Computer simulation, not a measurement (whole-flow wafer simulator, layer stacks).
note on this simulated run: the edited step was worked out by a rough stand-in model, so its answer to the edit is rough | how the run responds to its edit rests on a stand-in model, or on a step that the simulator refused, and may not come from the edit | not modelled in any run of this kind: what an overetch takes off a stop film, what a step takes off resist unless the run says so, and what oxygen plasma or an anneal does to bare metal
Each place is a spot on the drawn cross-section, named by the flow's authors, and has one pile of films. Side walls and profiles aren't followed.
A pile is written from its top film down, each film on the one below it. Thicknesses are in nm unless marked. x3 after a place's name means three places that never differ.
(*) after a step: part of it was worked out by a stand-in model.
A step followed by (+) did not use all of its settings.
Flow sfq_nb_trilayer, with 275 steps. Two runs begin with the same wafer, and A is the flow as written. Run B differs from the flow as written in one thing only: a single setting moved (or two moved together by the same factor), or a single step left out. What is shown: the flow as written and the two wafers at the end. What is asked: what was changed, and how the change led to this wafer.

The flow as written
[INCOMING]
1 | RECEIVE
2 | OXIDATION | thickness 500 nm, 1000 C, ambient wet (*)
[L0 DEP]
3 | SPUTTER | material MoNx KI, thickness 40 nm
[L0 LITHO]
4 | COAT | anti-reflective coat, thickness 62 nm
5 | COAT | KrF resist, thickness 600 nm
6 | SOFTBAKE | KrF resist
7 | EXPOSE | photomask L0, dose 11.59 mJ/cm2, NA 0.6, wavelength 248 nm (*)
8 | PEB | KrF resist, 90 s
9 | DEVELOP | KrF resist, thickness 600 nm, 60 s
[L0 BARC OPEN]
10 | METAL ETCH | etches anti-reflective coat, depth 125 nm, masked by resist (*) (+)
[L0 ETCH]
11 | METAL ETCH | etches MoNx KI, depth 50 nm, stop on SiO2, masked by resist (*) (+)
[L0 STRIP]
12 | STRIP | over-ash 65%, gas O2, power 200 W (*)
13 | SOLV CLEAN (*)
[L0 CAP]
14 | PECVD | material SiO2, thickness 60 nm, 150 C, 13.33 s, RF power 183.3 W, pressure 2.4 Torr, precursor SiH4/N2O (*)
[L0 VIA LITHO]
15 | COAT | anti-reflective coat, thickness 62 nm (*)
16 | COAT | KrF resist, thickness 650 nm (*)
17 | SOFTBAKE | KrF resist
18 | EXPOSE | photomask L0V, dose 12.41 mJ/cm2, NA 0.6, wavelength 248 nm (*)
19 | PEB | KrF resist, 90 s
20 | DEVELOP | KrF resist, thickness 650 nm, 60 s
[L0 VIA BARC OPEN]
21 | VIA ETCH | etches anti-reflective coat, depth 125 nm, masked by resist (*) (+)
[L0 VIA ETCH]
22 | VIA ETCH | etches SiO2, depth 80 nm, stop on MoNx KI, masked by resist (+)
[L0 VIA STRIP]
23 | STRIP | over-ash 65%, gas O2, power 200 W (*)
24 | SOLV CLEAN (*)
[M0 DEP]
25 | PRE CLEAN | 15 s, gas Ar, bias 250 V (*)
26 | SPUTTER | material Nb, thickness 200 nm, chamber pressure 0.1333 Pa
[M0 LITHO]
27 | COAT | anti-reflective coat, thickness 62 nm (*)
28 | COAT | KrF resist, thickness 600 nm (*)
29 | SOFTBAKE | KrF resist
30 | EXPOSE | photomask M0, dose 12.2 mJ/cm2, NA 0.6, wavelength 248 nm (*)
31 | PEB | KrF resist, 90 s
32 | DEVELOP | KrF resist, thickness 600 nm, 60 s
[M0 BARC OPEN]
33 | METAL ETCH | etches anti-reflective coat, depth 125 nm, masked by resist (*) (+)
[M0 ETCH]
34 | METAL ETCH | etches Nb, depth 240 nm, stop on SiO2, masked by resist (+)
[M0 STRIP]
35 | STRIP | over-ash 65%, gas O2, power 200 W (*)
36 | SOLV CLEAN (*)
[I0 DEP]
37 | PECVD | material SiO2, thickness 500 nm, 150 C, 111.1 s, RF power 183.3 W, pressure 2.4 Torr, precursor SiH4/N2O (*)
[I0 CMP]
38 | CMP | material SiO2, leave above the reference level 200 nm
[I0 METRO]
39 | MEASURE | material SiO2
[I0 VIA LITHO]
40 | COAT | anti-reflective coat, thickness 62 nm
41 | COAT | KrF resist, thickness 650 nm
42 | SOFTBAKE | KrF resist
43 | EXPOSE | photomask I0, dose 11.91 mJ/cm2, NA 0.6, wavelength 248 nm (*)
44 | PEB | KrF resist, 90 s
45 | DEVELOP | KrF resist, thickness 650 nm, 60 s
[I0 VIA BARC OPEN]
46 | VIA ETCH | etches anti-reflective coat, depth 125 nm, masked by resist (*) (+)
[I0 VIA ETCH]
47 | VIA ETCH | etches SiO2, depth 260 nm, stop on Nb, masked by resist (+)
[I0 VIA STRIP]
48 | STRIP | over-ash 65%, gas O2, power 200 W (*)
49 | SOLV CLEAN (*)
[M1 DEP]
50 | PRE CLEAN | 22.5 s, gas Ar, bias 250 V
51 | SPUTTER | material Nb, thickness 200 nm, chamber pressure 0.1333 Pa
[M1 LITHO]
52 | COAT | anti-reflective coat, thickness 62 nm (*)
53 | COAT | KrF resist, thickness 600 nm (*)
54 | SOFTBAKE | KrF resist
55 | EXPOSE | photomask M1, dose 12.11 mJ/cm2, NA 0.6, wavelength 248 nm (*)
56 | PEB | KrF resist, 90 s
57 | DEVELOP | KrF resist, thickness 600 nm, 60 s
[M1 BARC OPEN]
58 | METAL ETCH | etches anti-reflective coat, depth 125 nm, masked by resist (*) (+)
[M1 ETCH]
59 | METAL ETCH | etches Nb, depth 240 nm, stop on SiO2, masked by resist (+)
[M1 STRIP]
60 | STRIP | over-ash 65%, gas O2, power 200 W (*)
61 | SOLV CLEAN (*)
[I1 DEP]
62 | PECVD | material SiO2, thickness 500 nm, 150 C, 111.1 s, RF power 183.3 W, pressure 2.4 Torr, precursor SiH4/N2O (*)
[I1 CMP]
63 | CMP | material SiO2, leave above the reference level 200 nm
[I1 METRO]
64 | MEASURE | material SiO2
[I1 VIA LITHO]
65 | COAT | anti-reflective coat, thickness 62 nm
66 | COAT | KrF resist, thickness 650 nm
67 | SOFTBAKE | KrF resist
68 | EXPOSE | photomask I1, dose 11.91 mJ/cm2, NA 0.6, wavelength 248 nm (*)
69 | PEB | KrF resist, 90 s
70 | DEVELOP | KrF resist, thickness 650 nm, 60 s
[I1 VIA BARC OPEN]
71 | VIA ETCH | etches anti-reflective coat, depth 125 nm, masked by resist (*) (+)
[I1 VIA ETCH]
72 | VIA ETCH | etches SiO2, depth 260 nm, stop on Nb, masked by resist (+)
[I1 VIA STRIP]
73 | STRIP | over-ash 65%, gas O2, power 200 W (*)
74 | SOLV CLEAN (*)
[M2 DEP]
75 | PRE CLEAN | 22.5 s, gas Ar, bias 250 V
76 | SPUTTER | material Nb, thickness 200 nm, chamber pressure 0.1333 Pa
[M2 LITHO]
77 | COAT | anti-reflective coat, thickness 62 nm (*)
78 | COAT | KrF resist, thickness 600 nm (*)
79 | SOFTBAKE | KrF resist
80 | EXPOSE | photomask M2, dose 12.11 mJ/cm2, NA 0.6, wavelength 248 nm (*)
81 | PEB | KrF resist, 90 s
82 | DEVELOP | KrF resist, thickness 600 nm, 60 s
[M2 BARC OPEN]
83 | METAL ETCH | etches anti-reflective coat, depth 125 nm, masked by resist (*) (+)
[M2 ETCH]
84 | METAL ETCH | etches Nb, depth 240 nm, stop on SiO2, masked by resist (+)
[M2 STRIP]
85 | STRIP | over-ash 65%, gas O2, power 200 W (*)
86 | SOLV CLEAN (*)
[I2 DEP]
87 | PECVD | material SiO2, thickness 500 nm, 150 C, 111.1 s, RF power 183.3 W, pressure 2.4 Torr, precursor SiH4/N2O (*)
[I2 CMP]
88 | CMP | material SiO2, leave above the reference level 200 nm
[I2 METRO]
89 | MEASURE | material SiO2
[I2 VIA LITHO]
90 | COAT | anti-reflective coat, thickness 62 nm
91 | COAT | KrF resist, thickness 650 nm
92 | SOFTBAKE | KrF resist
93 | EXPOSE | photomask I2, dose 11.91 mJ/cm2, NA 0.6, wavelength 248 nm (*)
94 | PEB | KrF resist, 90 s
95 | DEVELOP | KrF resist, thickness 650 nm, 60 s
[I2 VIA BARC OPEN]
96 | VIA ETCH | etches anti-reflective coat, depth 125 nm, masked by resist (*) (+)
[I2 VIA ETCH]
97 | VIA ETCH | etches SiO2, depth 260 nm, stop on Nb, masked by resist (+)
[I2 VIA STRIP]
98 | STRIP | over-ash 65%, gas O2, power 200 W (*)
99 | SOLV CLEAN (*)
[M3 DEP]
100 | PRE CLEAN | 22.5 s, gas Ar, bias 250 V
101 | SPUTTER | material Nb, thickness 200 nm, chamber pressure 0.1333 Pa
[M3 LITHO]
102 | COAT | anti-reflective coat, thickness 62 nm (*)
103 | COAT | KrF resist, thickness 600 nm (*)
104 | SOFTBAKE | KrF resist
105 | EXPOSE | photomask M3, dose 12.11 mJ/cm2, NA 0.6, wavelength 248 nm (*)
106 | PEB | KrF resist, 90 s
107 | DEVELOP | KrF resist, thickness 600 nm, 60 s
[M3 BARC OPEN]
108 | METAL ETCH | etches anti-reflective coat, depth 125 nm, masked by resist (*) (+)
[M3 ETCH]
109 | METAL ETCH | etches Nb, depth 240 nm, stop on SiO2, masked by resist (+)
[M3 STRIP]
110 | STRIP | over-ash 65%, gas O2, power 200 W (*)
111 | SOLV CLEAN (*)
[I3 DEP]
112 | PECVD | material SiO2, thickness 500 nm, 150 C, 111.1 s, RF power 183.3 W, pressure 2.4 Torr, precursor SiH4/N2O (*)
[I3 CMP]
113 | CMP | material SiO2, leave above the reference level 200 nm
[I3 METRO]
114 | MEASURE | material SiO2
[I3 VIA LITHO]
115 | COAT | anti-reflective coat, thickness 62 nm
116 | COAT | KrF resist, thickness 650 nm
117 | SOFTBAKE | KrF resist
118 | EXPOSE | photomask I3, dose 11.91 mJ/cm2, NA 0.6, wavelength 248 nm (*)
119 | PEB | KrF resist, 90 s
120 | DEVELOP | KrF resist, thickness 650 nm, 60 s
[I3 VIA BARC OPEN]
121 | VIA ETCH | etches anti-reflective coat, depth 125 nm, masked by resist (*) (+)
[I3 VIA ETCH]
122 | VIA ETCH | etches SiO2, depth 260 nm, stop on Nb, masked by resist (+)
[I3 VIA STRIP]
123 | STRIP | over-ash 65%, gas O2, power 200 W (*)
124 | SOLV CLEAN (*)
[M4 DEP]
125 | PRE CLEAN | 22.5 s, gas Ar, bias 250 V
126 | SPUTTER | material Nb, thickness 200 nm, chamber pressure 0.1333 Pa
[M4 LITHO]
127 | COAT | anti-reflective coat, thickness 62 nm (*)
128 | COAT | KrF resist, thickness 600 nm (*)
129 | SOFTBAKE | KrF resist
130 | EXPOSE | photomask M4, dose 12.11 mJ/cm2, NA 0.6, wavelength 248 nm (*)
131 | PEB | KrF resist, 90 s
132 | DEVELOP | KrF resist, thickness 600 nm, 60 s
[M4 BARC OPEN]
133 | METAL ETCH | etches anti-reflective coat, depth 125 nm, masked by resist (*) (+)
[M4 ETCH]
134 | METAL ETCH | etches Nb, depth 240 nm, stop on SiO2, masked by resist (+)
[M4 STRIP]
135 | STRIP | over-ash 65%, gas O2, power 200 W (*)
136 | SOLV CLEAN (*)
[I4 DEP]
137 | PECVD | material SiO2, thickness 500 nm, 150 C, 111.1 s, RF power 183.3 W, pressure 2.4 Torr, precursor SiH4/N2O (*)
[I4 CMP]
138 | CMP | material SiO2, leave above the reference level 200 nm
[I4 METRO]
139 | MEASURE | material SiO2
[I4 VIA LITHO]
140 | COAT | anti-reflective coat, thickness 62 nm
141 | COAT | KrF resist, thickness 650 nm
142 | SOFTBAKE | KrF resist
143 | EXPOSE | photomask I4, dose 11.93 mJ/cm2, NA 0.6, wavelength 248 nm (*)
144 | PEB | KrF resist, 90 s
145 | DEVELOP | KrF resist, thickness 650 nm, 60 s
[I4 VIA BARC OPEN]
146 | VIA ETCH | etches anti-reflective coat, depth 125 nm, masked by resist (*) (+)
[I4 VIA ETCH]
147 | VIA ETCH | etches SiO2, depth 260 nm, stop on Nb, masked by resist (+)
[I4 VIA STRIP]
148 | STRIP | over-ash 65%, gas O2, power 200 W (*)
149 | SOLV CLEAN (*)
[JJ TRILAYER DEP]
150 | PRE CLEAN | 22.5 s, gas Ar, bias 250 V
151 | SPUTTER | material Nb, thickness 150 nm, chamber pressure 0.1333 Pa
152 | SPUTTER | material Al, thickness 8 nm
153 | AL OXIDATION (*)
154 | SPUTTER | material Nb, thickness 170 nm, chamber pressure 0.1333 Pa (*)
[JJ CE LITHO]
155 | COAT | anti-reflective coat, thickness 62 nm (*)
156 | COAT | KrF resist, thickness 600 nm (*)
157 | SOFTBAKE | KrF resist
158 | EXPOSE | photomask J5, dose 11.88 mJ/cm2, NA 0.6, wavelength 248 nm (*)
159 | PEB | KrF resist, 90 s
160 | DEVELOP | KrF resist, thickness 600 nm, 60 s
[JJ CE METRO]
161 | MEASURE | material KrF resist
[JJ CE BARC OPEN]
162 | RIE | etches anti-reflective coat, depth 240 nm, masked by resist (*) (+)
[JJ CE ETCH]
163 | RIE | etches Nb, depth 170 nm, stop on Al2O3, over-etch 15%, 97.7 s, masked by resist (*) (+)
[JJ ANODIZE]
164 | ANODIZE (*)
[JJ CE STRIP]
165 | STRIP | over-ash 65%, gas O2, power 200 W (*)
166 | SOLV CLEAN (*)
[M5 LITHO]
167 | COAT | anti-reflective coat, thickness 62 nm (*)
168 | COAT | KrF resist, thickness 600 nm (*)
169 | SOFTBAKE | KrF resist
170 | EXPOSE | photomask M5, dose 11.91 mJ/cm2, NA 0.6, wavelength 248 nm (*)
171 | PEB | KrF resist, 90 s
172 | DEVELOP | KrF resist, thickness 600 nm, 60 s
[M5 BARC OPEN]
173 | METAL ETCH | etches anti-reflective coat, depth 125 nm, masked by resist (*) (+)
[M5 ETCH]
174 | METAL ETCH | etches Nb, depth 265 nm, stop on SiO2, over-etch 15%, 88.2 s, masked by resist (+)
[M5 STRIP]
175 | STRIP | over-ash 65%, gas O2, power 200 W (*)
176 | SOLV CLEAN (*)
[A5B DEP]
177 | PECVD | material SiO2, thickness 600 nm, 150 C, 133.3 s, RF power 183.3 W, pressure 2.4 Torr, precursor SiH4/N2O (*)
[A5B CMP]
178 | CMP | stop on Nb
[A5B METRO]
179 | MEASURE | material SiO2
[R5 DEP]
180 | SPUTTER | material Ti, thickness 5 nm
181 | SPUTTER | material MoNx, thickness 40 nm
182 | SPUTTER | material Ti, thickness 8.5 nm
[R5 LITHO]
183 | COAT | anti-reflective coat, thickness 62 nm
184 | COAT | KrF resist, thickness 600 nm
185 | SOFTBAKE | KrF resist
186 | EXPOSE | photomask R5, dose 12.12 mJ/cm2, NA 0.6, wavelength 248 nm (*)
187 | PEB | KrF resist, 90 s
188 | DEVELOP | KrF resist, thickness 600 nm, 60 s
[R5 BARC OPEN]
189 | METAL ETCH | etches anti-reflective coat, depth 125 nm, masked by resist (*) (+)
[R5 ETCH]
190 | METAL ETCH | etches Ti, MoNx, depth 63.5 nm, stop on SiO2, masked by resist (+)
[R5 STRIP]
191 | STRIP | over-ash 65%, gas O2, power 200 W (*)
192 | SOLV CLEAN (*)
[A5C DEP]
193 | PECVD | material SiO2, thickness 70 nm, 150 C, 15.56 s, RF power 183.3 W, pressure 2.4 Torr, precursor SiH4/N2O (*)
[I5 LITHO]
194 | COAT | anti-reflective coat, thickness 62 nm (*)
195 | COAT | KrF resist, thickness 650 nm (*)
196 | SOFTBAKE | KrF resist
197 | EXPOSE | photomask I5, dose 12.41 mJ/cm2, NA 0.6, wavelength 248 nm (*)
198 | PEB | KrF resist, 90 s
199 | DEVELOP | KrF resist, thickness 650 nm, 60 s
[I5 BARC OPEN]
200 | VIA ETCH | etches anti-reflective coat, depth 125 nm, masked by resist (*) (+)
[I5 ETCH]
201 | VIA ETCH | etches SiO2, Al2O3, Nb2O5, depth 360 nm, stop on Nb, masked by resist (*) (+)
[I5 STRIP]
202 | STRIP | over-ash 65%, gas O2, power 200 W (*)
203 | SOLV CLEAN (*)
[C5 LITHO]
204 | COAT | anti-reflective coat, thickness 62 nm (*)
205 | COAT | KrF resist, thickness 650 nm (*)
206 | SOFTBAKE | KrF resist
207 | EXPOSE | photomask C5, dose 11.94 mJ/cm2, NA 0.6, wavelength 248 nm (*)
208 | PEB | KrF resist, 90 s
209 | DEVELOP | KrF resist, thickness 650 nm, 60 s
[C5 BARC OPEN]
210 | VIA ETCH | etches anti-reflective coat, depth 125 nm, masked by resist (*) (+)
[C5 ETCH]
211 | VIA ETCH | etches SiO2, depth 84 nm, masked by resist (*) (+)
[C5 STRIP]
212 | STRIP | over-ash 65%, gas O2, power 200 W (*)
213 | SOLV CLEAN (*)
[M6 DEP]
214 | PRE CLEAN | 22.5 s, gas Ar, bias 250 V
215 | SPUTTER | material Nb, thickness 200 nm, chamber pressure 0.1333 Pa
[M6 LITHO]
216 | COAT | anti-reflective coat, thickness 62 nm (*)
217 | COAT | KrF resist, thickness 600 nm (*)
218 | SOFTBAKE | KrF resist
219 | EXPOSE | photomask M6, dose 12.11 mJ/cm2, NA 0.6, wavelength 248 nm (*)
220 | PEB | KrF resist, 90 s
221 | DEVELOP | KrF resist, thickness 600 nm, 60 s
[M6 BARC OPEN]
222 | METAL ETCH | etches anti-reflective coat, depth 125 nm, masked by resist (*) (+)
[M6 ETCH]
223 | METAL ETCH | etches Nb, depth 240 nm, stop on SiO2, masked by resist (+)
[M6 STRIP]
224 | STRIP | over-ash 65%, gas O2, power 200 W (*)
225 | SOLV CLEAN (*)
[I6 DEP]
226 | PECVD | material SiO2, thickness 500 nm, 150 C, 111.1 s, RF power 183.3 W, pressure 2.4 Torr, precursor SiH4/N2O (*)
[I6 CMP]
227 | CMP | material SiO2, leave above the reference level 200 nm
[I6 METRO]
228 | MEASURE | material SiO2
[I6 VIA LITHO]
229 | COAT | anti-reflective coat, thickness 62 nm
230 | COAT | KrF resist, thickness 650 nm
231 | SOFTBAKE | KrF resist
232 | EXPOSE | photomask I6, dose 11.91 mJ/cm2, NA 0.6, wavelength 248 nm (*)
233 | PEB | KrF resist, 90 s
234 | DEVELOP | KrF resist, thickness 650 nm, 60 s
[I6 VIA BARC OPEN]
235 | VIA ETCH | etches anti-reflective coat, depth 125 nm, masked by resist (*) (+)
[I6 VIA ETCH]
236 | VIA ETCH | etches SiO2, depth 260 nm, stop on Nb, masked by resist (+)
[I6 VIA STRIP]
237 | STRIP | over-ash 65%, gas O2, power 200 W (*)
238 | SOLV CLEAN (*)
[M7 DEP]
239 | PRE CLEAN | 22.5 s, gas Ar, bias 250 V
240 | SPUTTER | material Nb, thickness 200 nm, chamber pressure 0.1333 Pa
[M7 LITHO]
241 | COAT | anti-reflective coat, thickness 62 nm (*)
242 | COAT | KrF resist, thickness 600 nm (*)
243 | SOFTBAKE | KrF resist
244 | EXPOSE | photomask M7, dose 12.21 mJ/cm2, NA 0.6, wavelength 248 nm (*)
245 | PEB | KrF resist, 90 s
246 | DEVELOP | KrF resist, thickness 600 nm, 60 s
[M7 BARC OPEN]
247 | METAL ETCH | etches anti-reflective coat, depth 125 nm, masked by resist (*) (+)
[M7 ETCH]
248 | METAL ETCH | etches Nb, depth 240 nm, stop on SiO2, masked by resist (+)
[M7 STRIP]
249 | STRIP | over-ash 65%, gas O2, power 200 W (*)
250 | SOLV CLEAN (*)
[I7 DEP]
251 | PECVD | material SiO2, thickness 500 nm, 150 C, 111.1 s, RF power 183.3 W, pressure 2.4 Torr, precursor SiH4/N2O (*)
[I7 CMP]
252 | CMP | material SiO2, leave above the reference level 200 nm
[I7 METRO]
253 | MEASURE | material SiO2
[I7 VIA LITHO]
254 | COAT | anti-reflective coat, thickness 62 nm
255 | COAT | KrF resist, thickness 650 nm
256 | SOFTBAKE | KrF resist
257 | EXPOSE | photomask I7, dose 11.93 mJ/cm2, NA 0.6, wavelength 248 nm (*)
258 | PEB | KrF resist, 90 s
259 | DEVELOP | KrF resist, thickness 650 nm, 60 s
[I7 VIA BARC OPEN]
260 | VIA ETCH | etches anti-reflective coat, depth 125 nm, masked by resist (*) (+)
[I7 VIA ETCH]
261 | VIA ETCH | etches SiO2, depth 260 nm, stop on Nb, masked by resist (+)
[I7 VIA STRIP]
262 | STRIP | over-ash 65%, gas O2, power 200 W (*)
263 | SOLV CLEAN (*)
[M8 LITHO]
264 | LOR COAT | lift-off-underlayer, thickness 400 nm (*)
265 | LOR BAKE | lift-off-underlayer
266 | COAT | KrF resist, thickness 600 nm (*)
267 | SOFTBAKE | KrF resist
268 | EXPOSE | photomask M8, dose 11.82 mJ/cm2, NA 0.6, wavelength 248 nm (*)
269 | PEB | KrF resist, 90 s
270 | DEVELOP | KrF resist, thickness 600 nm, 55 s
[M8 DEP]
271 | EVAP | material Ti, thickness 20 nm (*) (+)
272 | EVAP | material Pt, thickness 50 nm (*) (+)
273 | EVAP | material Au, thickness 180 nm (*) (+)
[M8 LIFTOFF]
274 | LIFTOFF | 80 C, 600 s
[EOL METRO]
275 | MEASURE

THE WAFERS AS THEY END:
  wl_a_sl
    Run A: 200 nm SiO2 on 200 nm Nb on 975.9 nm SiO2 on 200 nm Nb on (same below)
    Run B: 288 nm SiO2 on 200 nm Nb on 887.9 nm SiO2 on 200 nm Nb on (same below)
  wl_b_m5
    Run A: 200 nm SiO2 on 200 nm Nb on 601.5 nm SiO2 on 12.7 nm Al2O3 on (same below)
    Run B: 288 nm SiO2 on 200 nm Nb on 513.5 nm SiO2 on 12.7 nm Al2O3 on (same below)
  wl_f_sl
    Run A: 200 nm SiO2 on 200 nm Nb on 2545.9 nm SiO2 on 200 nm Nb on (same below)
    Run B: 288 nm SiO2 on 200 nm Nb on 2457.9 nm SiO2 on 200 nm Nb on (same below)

The reason: step 226, PECVD: thickness 312 nm was run, though the flow has thickness 500 nm; step 226, PECVD: 69.44 s was run, where the flow has 111.1 s.

The path from the change to this, step by step:
  226 | PECVD | material SiO2, thickness 500 nm, 150 C, 111.1 s, RF power 183.3 W, pressure 2.4 Torr, precursor SiH4/N2O (*)
      field_l, p4_fl, p4_fm and 62 more: A +500 SiO2 | B +312 SiO2
      v_sur, via_wl, via_w and 21 more: A +500 SiO2 (new film) | B +312 SiO2 (new film)
      (and at 17 other places as well)
  227 | CMP | material SiO2, leave above the reference level 200 nm
      field_l, p4_fl, p4_fm and 59 more: A -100 SiO2 | B nothing
      moat, field_r, lsp_l, ln_m5, lsp_m: A -93.6 SiO2 | B nothing
      (and at 39 other places as well)
  229 | COAT | anti-reflective coat, thickness 62 nm
      m0r_line_l, m0r_line_r, m7r_line_l, m7r_line_r: A +62 anti-reflective coat (new film) | B +63.5 anti-reflective coat (new film)
      m0r_space_l, m0r_space_r, m7r_space_l, m7r_space_r: A +62 anti-reflective coat (new film) | B +74.3 anti-reflective coat (new film)
      (and at 81 other places as well)
  230 | COAT | KrF resist, thickness 650 nm
      m0r_line_l, m0r_line_r, m7r_line_l, m7r_line_r: A +650 KrF resist (new film) | B +667.4 KrF resist (new film)
      via_wr, ce_r, r_sur: A +650 KrF resist (new film) | B +626 KrF resist (new film)
      (and at 42 other places as well)
  234 | DEVELOP | KrF resist, thickness 650 nm, 60 s
      via_v: A -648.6 KrF resist (all of it) | B -621.1 KrF resist (all of it)
  235 | VIA ETCH | etches anti-reflective coat, depth 125 nm, masked by resist (*) (+)
      field_l, v_sur, via_wl and 102 more: A -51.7 KrF resist | B -47 KrF resist
      via_v: A -62 anti-reflective coat (all of it), -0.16 SiO2 | B -56.4 anti-reflective coat (all of it), -0.14 SiO2
  237 | STRIP | over-ash 65%, gas O2, power 200 W (*)
      m0r_line_l, m0r_line_r, m7r_line_l, m7r_line_r: A -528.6 KrF resist (all of it), -62 anti-reflective coat (all of it) | B -550.7 KrF resist (all of it), -63.5 anti-reflective coat (all of it)
      m0r_space_l, m0r_space_r, m7r_space_l, m7r_space_r: A -528.6 KrF resist (all of it), -62 anti-reflective coat (all of it) | B -543.5 KrF resist (all of it), -74.3 anti-reflective coat (all of it)
      (and at 82 other places as well)
  240 | SPUTTER | material Nb, thickness 200 nm, chamber pressure 0.1333 Pa
      moat, lsp_m: A +200 Nb (new film) | B +190.7 Nb (new film)
      be: A +200 Nb (new film) | B +143.2 Nb (new film)
      (and at 1 other place as well)
  241 | COAT | anti-reflective coat, thickness 62 nm (*)
      wl_d_sl, m0r_line_l, m0r_line_r, m7r_line_l, m7r_line_r: A +62 anti-reflective coat (new film) | B +63.7 anti-reflective coat (new film)
      m0r_space_l, m0r_space_r, m7r_space_l, m7r_space_r: A +62 anti-reflective coat (new film) | B +72 anti-reflective coat (new film)
      (and at 79 other places as well)
  242 | COAT | KrF resist, thickness 600 nm (*)
      m0r_line_l, m0r_line_r, m7r_line_l, m7r_line_r: A +600 KrF resist (new film) | B +615.4 KrF resist (new film)
      wl_j_sr, m6r_line_l, m6r_line_r: A +600 KrF resist (new film) | B +572 KrF resist (new film)
      (and at 42 other places as well)
  246 | DEVELOP | KrF resist, thickness 600 nm, 60 s
      m0r_line_l, m0r_line_r: A -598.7 KrF resist (all of it) | B -614.1 KrF resist (all of it)
      m5r_linepad_l, m5r_linepad_r: A -598.7 KrF resist (all of it) | B -579.6 KrF resist (all of it)
      (and at 12 other places as well)
  247 | METAL ETCH | etches anti-reflective coat, depth 125 nm, masked by resist (*) (+)
      v_sur, via_wl, via_w and 38 more: A -51.7 KrF resist | B -57.7 KrF resist
      m0r_space_l, m0r_space_r, m7r_space_l, m7r_space_r: A -62 anti-reflective coat (all of it) | B -72 anti-reflective coat (all of it)
      (and at 44 other places as well)
  249 | STRIP | over-ash 65%, gas O2, power 200 W (*)
      m7r_line_l, m7r_line_r: A -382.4 KrF resist (all of it), -62 anti-reflective coat (all of it) | B -391.7 KrF resist (all of it), -63.7 anti-reflective coat (all of it)
      v_sur: A -379.9 KrF resist (all of it), -61.4 anti-reflective coat (all of it) | B -343.3 KrF resist (all of it), -47 anti-reflective coat (all of it)
      (and at 37 other places as well)
  251 | PECVD | material SiO2, thickness 500 nm, 150 C, 111.1 s, RF power 183.3 W, pressure 2.4 Torr, precursor SiH4/N2O (*)
      be: A +500 SiO2 (new film) | B +690.7 SiO2 (new film)
  252 | CMP | material SiO2, leave above the reference level 200 nm
      field_r, lsp_l: A -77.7 SiO2 | B nothing
      l0_sur, l0v: A -87.8 SiO2 | B nothing
      (and at 76 other places as well)
  254 | COAT | anti-reflective coat, thickness 62 nm
      field_r: A +62 anti-reflective coat (new film) | B +66.8 anti-reflective coat (new film)
      lsp_l: A +62 anti-reflective coat (new film) | B +65.1 anti-reflective coat (new film)
      (and at 2 other places as well)
  ... another 2 steps ...
  274 | LIFTOFF | 80 C, 600 s
      field_r: A -180 Au (all of it), -50 Pt (all of it), -20 Ti (all of it), -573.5 KrF resist (all of it), -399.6 lift-off-underlayer (all of it) | B -180 Au (all of it), -50 Pt (all of it), -20 Ti (all of it), -575.8 KrF resist (all of it), -408.3 lift-off-underlayer (all of it)
      lsp_l: A -180 Au (all of it), -50 Pt (all of it), -20 Ti (all of it), -573.4 KrF resist (all of it), -399.6 lift-off-underlayer (all of it) | B -180 Au (all of it), -50 Pt (all of it), -20 Ti (all of it), -576.1 KrF resist (all of it), -407.8 lift-off-underlayer (all of it)
